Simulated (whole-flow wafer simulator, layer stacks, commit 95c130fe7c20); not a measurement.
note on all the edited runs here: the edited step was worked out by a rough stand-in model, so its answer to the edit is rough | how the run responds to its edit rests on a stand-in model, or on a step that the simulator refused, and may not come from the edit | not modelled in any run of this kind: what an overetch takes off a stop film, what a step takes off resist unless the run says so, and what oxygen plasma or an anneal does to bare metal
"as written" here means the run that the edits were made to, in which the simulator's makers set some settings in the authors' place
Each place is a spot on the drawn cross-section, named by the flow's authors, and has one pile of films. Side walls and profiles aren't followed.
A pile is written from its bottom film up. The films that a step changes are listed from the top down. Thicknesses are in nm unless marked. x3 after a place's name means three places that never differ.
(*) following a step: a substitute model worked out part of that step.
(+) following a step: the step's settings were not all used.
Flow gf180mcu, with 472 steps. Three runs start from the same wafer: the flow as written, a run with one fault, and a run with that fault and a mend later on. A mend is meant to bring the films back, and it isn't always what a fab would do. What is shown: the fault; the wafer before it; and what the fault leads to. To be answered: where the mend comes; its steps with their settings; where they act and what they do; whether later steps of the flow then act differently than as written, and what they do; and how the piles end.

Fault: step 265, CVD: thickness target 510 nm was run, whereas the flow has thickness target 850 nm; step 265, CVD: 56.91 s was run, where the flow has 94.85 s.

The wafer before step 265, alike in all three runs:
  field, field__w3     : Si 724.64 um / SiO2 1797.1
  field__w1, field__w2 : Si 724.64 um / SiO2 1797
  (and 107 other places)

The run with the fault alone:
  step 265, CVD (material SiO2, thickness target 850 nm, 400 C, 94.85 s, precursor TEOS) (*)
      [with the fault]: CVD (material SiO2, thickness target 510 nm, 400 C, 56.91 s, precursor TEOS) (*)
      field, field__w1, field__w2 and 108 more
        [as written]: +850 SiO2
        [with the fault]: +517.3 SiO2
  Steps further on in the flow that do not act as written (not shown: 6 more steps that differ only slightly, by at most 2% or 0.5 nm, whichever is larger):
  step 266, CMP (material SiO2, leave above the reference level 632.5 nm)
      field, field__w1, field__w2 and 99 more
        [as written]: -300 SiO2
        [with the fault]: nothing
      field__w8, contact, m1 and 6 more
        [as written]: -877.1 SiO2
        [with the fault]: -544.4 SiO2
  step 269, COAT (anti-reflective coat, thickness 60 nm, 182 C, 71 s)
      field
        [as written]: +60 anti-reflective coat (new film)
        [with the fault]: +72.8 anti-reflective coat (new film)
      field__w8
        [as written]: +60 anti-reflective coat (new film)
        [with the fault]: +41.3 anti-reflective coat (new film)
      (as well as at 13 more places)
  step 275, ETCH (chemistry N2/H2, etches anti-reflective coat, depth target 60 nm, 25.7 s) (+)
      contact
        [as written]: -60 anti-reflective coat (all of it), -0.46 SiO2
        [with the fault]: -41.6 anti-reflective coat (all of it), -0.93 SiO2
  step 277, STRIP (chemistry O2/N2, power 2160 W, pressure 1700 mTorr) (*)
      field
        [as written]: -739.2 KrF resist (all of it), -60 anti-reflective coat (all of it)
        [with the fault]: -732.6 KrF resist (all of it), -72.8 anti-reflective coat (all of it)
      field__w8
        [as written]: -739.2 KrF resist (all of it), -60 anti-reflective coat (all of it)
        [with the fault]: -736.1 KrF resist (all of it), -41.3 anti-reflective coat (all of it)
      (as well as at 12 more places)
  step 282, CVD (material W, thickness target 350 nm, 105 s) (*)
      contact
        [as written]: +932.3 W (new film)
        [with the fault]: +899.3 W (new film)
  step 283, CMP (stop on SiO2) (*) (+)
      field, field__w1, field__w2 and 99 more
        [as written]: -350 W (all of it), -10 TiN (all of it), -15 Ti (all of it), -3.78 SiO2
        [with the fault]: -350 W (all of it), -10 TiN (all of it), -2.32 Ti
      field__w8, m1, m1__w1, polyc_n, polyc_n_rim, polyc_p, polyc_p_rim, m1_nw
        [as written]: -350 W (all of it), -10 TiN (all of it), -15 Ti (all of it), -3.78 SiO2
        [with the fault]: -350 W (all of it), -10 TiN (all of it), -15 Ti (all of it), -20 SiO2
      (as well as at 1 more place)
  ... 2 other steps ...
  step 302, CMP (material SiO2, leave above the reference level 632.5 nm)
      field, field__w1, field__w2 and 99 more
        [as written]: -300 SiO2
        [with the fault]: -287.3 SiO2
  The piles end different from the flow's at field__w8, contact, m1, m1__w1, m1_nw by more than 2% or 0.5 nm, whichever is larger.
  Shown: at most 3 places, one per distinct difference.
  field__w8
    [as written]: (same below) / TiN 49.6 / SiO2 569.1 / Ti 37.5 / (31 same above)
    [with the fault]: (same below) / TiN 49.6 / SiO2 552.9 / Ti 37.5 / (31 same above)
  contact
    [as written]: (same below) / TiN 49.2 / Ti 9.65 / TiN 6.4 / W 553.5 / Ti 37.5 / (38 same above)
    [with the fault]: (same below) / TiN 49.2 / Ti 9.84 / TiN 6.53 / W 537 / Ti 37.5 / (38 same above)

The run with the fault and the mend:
  After step 265 comes the mend.
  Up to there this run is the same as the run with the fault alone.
  step 265a, CVD (material SiO2, thickness target 340 nm, 400 C, 37.94 s, precursor TEOS) (*) (the flow's step 265 again, with other settings)
      field, field__w1, field__w2 and 108 more
        +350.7 SiO2
  Steps further on in the flow that do not act as written:
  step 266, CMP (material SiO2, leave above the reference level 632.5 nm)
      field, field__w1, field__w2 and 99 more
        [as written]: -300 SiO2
        [with the mend]: -318 SiO2
  At every place that both follow, the piles at the end match the flow's.
